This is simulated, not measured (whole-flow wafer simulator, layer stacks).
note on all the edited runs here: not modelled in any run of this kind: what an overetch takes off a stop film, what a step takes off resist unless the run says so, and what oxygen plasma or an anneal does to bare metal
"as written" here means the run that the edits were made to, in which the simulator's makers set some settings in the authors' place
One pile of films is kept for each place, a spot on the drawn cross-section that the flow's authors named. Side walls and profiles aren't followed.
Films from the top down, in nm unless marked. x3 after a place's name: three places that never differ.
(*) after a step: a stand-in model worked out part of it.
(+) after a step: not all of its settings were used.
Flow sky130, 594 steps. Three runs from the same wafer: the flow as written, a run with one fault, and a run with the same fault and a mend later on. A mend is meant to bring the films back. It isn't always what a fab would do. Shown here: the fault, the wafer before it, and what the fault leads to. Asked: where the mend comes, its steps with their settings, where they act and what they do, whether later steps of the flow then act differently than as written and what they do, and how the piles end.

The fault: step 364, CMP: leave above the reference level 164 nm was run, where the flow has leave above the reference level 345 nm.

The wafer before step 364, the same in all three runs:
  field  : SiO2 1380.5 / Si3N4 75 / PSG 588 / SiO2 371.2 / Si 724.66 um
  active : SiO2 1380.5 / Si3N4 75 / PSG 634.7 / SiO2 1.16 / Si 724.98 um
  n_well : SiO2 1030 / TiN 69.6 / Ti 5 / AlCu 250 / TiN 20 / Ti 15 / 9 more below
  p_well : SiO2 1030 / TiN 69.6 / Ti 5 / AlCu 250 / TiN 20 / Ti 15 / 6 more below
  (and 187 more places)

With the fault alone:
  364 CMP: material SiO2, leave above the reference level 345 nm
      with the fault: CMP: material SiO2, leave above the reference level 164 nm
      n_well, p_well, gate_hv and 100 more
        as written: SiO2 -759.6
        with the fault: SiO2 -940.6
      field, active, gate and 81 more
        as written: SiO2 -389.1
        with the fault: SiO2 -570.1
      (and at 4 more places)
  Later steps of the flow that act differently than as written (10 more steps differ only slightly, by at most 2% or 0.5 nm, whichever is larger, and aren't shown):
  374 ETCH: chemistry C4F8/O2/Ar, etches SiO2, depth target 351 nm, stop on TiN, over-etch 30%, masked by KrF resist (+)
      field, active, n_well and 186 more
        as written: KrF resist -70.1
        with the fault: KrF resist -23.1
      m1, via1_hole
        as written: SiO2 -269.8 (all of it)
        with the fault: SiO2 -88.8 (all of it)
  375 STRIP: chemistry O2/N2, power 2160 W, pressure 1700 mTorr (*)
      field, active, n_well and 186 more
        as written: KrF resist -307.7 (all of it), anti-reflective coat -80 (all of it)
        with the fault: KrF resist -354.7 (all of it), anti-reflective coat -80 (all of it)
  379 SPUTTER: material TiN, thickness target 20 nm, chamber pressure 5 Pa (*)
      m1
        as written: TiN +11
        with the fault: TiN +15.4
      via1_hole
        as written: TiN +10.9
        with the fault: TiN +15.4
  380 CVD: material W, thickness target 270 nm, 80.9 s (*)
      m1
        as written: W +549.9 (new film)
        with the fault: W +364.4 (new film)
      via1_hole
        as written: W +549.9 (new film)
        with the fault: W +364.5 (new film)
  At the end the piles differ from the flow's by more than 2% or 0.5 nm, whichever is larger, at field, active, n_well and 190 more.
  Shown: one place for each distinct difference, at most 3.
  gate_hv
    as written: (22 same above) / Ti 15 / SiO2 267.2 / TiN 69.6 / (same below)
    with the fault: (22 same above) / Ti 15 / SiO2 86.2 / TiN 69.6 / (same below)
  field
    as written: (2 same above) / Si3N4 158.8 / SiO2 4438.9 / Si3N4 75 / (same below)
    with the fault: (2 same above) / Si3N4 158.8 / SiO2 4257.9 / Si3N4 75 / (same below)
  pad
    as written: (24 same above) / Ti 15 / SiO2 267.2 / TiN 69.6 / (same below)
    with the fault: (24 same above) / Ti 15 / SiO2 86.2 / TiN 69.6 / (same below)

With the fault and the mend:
  The mend comes after step 364.
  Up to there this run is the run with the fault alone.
  364a HDPCVD: thickness target 181 nm (*) (the flow's step 363 once more, with other settings)
      field, active, n_well and 188 more
        SiO2 +181
  No later step of the flow acts differently than as written, at any place that is followed, by more than 2% or 0.5 nm, whichever is larger.
  At the end the piles are the same as the flow's at every place that both follow.
